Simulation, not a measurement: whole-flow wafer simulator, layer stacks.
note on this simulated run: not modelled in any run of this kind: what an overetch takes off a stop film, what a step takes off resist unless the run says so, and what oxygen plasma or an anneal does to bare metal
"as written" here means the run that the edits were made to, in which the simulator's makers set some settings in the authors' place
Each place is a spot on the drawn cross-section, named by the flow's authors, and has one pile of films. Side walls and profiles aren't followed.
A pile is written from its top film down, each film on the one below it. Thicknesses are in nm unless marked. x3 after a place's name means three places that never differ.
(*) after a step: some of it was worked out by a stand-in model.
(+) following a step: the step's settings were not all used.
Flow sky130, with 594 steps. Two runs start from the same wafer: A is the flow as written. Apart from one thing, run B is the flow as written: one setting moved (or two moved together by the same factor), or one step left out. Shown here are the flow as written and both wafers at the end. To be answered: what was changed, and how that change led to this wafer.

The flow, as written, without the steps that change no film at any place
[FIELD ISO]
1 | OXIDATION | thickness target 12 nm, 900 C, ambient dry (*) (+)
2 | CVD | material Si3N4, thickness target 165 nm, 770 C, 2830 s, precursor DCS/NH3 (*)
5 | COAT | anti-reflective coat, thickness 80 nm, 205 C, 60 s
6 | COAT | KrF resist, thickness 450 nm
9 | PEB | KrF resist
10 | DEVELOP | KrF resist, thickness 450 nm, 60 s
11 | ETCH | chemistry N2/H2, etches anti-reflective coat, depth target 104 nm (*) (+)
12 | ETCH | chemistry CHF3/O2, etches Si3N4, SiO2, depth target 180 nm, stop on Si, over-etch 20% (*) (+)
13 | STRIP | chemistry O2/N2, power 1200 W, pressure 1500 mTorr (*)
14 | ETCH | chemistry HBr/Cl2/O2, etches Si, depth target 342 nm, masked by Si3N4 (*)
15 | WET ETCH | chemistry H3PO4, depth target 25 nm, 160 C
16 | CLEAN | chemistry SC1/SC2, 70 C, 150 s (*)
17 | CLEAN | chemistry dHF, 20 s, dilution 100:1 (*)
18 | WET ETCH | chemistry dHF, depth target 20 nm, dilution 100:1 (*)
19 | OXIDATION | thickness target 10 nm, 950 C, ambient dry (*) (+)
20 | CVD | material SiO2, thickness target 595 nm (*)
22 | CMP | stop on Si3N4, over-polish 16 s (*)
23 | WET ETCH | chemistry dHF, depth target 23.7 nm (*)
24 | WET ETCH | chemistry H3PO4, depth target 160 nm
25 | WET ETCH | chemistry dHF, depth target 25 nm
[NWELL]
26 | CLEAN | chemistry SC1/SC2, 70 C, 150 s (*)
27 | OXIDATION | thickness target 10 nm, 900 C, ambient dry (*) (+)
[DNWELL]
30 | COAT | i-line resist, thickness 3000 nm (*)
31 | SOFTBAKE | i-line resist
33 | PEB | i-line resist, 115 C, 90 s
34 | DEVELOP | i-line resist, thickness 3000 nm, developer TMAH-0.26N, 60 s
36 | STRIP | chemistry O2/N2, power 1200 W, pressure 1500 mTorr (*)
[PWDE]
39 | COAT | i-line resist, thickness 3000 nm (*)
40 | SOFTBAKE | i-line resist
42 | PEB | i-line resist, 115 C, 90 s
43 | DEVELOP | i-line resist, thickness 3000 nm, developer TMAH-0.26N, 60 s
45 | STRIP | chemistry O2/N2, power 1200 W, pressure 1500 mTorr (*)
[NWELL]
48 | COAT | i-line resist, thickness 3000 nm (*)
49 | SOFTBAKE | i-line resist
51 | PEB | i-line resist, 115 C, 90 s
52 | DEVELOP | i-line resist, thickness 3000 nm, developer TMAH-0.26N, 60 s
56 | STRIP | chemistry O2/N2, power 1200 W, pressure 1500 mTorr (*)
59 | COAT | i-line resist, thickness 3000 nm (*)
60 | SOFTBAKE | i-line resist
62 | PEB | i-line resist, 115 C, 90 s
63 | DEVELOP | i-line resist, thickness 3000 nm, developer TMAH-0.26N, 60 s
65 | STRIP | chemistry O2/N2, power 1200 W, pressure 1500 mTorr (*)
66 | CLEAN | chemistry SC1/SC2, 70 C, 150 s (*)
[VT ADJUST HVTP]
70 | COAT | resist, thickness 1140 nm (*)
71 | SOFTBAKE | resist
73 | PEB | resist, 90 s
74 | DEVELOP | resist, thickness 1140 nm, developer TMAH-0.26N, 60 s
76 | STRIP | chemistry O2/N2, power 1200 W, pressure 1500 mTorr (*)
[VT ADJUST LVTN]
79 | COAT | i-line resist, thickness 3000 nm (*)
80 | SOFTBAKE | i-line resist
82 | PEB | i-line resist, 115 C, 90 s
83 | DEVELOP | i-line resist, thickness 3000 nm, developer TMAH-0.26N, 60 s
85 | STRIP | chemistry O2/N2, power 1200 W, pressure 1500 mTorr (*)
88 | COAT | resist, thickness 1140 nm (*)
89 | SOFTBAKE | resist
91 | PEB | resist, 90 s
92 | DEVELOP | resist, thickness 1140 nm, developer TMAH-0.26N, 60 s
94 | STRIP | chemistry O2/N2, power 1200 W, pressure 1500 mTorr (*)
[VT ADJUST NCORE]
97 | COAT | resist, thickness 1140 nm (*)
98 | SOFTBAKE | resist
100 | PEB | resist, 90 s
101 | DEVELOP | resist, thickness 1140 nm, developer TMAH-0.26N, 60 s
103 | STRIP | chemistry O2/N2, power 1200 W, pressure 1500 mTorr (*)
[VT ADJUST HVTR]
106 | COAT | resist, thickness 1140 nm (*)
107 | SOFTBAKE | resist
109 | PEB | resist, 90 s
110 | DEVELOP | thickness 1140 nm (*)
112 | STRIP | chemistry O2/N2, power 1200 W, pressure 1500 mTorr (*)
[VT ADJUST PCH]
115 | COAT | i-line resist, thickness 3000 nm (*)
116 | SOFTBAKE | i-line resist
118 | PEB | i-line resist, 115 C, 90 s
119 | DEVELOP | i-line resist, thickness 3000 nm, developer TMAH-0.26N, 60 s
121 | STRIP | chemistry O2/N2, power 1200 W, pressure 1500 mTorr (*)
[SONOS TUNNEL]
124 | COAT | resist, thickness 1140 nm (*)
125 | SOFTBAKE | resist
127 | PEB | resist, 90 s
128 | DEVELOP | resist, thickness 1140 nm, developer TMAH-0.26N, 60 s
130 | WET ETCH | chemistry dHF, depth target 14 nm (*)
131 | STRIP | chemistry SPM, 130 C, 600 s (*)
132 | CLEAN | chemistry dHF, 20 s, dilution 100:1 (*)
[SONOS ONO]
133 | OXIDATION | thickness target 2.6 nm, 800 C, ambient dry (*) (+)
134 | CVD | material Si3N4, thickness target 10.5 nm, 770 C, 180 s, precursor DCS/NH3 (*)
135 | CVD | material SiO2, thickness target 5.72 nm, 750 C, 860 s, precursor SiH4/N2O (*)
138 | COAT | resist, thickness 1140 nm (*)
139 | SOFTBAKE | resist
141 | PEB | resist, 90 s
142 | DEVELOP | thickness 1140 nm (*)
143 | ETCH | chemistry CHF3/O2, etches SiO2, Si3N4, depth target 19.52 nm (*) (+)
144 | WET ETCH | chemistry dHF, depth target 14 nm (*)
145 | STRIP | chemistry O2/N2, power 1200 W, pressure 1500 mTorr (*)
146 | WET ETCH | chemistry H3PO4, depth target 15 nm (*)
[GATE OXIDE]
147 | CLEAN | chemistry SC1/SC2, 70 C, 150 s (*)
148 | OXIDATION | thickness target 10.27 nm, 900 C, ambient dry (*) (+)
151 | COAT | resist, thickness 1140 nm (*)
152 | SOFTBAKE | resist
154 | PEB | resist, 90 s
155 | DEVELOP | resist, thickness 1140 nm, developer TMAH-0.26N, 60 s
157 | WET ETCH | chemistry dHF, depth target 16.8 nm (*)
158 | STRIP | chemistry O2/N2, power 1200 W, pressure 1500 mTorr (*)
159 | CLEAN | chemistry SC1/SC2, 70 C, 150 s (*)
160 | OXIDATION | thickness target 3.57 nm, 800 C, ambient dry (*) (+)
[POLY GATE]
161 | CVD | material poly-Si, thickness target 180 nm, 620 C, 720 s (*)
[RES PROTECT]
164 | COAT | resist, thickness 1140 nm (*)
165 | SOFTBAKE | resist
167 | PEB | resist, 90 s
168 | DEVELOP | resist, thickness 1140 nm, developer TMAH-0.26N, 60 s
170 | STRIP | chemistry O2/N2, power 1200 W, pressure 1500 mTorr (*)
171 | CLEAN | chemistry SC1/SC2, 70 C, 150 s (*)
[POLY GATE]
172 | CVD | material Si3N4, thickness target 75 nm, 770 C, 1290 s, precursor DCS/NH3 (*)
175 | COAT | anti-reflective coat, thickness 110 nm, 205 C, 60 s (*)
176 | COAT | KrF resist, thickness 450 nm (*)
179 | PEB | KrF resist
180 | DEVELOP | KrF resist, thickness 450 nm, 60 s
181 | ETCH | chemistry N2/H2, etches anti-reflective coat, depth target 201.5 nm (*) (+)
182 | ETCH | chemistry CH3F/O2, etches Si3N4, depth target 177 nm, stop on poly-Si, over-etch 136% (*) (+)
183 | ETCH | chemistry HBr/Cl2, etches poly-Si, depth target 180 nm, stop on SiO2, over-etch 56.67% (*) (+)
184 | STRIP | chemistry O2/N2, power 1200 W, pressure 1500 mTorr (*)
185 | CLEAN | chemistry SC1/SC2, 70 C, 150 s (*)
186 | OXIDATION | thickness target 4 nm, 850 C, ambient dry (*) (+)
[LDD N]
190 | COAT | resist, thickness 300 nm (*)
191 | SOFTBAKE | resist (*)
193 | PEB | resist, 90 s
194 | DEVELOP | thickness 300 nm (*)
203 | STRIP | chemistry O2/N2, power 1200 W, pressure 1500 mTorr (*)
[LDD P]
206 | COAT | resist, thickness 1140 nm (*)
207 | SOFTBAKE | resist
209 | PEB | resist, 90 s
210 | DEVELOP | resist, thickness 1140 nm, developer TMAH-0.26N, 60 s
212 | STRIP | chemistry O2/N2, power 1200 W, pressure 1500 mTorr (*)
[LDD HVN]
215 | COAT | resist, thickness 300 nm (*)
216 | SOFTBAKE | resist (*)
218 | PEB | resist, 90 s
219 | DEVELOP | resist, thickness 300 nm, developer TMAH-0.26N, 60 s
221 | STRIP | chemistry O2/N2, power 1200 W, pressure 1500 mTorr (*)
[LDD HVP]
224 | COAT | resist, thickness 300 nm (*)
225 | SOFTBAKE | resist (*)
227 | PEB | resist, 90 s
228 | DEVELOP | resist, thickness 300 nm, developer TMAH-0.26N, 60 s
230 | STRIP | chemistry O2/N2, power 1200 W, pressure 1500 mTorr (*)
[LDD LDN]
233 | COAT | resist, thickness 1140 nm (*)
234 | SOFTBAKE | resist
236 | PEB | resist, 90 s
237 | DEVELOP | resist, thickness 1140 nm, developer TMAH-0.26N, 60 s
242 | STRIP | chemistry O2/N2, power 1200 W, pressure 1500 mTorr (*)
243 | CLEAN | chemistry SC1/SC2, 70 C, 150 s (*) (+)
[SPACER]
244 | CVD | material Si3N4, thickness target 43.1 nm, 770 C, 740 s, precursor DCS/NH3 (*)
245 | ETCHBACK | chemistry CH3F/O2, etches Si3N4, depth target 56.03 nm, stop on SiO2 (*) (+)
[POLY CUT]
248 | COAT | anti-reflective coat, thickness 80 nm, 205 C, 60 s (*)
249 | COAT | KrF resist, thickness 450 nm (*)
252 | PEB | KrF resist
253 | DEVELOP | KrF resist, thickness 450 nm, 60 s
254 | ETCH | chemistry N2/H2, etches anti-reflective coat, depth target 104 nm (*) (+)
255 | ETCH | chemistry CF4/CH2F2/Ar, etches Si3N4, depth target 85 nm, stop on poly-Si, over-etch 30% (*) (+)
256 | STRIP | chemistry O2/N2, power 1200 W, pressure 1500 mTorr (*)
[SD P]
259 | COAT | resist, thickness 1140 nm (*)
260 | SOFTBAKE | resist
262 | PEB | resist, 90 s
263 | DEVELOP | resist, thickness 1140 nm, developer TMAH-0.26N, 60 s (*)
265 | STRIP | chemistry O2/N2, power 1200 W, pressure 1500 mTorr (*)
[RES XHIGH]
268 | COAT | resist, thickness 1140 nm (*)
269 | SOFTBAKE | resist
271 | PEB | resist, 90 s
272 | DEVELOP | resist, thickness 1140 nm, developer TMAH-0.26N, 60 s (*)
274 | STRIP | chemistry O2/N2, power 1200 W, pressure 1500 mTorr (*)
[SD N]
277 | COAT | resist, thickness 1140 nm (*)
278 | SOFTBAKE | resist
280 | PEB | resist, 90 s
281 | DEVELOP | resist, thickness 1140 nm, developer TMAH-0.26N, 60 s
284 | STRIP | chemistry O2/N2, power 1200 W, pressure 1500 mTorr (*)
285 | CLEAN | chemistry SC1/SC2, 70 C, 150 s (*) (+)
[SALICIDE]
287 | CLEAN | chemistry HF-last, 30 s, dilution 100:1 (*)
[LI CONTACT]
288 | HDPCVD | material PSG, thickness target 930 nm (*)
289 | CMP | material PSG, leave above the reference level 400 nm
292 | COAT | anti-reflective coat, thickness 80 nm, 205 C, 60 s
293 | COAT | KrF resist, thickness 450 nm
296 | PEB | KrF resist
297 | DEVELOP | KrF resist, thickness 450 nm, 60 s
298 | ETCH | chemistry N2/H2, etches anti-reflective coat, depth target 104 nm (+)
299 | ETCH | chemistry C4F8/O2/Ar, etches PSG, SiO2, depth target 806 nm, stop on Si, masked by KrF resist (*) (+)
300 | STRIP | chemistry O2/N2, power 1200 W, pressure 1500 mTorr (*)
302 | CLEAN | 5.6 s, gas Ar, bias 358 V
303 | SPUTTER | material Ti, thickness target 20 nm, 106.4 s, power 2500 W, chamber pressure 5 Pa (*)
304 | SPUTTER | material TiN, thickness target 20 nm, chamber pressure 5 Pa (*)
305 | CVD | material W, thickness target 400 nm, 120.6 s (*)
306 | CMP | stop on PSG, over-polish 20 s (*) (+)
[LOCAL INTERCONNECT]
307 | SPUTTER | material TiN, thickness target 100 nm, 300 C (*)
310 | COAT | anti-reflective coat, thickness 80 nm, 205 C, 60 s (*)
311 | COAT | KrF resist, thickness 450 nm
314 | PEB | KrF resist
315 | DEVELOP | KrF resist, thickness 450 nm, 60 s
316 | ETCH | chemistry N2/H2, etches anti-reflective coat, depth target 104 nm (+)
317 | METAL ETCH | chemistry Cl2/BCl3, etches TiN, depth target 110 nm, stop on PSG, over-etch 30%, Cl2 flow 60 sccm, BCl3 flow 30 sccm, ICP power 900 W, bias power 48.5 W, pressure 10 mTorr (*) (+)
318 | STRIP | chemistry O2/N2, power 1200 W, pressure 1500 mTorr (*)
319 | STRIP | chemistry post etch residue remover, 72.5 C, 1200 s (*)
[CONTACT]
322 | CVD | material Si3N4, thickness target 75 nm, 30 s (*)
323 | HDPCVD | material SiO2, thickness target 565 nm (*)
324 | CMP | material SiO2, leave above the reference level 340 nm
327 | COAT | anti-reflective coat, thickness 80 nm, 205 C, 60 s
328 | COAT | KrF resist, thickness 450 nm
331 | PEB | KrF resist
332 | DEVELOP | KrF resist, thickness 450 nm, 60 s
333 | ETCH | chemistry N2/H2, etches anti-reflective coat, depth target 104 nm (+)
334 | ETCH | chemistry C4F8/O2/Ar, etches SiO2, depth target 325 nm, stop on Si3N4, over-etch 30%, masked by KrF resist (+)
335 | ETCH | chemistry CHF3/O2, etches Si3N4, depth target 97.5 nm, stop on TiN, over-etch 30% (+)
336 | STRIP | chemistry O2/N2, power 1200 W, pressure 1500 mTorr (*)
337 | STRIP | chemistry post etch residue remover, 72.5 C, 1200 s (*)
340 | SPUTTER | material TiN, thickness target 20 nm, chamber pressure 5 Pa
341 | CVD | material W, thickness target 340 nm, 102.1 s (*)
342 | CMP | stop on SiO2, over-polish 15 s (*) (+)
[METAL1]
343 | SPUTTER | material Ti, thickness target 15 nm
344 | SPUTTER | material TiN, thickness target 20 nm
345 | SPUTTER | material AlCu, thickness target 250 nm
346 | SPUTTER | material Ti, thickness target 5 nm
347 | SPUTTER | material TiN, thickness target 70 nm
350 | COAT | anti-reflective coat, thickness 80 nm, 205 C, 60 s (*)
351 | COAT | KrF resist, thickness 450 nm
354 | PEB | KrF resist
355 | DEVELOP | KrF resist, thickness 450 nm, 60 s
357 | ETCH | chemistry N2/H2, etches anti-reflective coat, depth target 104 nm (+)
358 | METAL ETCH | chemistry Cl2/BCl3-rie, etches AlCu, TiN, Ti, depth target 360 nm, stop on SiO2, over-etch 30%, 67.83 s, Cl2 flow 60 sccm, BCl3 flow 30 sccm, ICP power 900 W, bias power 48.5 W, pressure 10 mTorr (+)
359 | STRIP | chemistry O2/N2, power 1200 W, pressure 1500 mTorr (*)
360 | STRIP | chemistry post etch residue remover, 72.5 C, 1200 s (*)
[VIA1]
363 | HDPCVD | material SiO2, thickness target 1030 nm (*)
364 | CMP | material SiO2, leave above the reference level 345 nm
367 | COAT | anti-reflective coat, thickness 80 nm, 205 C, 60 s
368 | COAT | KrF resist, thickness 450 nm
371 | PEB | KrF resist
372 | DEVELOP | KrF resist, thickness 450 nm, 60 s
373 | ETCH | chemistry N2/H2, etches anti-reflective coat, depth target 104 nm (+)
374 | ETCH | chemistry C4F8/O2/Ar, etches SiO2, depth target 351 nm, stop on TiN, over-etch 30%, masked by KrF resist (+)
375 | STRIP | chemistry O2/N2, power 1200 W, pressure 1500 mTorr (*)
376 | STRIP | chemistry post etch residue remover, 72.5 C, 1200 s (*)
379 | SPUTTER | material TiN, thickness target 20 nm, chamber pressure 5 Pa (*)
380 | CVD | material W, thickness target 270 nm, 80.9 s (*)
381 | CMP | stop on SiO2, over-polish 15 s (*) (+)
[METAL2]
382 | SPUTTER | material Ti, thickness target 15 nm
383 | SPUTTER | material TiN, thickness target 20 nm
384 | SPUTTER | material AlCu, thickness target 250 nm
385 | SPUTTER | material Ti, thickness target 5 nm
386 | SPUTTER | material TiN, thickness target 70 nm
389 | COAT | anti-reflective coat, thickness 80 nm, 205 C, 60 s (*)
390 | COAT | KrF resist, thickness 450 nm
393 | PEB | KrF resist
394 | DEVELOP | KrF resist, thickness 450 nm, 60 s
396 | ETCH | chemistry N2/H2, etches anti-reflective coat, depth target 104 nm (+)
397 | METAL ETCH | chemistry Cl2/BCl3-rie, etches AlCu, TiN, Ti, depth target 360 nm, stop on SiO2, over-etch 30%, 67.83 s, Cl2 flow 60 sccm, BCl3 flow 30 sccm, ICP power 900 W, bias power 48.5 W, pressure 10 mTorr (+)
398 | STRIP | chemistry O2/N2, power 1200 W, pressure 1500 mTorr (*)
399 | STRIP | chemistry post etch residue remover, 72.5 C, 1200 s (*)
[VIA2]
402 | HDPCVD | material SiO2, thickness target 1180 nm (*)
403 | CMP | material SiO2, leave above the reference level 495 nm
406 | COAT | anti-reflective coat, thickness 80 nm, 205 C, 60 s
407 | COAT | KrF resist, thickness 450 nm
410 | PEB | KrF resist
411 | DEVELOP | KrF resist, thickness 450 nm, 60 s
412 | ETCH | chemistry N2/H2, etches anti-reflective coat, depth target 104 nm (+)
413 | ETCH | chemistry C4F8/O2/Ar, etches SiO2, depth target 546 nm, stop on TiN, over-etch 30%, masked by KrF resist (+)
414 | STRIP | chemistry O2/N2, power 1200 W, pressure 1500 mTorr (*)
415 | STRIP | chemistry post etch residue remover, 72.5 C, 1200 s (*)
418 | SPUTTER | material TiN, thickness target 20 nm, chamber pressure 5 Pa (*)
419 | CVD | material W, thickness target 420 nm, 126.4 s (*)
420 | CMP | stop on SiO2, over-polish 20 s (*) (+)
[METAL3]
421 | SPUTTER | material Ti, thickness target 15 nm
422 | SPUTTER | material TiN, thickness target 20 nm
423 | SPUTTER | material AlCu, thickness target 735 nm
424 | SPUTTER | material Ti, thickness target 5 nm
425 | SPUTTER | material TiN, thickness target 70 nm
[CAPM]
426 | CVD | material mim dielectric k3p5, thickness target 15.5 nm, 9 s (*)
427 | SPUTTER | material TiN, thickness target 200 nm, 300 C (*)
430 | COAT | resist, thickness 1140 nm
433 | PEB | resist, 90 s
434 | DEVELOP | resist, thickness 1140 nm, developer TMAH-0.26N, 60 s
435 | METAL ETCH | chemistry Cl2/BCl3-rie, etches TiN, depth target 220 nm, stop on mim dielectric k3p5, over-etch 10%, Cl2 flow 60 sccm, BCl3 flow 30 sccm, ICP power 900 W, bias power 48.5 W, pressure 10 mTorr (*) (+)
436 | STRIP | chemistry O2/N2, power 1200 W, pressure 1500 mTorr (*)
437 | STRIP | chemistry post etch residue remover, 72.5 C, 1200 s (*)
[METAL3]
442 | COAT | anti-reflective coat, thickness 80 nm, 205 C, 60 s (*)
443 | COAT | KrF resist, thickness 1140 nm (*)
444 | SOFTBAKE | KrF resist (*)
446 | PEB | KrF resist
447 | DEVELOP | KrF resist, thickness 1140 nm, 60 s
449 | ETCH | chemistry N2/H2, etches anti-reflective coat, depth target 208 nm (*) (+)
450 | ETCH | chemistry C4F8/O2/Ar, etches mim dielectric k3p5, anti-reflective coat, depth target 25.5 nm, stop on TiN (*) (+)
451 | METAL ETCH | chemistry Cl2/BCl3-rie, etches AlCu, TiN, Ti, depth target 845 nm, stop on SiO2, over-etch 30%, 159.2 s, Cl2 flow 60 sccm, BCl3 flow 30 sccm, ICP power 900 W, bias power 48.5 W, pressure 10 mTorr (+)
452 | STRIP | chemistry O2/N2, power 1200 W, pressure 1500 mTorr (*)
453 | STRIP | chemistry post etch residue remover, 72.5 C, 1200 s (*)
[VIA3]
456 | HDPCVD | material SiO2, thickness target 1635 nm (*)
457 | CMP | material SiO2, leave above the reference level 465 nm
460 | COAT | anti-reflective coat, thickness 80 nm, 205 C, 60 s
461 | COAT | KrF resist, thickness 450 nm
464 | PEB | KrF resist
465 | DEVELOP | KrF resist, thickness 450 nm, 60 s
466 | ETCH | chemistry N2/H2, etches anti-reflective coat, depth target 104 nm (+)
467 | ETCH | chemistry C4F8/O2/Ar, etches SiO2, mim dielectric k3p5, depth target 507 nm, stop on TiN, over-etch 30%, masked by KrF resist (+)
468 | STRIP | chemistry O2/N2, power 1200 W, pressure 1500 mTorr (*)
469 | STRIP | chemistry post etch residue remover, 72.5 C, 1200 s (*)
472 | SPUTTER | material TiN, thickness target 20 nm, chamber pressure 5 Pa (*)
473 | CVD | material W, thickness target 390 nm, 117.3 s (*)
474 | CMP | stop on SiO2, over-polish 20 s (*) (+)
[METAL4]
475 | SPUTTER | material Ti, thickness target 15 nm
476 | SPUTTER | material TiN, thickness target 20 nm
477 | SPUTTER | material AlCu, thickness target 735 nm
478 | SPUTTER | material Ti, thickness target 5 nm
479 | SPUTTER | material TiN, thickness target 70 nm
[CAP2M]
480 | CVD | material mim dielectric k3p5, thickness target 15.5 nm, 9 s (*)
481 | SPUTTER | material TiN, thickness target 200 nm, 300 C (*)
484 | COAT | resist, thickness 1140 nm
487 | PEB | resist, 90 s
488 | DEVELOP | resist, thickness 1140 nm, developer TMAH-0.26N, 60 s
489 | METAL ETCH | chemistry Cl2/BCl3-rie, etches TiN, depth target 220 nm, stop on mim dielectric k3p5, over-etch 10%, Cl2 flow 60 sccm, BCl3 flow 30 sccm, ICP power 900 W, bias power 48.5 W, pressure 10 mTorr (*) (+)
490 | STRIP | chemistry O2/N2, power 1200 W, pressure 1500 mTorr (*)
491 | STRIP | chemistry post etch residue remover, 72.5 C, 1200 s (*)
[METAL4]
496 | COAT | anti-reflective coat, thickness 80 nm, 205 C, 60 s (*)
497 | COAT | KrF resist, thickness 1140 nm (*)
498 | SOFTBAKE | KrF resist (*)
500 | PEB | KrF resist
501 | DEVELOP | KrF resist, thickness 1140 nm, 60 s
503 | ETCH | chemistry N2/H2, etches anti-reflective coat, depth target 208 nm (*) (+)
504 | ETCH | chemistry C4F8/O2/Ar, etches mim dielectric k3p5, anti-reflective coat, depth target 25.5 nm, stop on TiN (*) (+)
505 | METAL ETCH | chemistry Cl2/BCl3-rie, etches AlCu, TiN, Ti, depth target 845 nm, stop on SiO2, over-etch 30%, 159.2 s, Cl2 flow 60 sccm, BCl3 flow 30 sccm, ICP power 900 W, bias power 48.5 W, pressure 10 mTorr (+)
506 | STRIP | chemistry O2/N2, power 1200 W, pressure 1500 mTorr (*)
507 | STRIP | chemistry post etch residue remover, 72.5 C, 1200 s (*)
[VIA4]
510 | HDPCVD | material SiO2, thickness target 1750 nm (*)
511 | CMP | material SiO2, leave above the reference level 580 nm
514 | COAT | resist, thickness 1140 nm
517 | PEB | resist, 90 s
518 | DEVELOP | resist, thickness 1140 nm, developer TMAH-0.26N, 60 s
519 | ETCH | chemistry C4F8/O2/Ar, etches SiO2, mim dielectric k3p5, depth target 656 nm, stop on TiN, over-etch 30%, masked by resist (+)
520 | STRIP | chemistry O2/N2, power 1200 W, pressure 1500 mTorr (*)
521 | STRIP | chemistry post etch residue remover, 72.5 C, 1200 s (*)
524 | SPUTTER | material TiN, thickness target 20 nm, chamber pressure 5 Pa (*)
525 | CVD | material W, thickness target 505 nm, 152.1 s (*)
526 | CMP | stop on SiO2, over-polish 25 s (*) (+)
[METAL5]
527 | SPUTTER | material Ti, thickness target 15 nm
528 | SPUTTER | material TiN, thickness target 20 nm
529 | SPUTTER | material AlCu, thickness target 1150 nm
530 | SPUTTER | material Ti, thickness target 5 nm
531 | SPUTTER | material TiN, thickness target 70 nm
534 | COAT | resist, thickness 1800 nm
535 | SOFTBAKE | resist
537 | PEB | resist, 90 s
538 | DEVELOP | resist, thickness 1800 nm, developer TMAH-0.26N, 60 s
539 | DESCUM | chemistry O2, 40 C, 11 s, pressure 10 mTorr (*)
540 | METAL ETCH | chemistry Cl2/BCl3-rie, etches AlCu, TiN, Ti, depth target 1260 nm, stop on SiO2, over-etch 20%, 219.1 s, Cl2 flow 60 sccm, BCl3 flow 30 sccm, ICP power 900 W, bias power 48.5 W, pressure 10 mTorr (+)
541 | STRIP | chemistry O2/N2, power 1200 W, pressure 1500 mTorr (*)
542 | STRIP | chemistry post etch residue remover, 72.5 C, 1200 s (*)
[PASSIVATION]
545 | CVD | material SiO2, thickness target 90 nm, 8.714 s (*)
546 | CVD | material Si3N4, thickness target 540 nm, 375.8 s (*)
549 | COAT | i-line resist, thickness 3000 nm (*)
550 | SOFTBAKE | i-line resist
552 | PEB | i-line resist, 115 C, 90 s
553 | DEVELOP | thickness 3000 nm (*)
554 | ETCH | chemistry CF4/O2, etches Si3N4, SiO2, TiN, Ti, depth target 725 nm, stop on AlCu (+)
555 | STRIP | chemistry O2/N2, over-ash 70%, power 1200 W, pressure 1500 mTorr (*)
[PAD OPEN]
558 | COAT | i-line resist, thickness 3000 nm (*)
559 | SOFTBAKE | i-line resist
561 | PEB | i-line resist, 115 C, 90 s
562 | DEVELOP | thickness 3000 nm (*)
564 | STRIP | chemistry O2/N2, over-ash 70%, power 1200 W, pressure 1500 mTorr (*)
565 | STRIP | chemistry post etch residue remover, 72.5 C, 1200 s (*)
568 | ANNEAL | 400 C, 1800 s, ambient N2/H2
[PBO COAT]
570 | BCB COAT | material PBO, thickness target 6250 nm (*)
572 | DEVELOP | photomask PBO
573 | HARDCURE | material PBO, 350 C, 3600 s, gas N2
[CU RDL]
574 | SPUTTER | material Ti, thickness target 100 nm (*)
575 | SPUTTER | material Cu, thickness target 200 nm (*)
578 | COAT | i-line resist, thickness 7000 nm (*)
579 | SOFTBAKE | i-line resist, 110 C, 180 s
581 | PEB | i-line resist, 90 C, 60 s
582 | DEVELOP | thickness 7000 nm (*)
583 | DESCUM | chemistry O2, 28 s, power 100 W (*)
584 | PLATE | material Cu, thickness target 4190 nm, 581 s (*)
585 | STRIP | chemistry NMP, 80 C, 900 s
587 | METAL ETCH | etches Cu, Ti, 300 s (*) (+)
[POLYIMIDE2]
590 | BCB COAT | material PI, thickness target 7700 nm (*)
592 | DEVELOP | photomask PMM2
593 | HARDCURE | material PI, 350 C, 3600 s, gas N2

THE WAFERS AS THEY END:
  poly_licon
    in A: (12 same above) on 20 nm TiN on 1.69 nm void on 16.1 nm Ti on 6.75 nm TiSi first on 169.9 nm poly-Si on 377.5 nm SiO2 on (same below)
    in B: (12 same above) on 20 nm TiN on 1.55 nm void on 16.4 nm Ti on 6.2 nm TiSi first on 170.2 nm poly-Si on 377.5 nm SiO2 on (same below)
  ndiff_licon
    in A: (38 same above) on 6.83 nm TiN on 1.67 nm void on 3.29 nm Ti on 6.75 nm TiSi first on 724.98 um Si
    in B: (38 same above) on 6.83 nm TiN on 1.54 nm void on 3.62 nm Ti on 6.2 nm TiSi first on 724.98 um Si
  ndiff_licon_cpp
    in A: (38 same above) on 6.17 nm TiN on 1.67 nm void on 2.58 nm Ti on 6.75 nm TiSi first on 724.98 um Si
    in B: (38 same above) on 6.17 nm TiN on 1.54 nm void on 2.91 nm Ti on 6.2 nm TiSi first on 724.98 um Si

The reason: step 568, ANNEAL: 1260 s was run, while the flow as written has 1800 s.

The path from the change to this, step by step:
  568 | ANNEAL | 400 C, 1800 s, ambient N2/H2
      poly_licon, rpo_hd_licon: A under 11 films: void gains 1.54 (new film), Ti loses 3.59, TiSi first gains 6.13 (new film), poly-Si loses 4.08 | B under 11 films: void gains 1.38 (new film), Ti loses 3.22, TiSi first gains 5.51 (new film), poly-Si loses 3.67
      ndiff_licon, ndiff_licon_cpp: A under 37 films: void gains 1.52 (new film), Ti loses 3.59, TiSi first gains 6.13 (new film), Si loses 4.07 | B under 37 films: void gains 1.37 (new film), Ti loses 3.22, TiSi first gains 5.51 (new film), Si loses 3.66
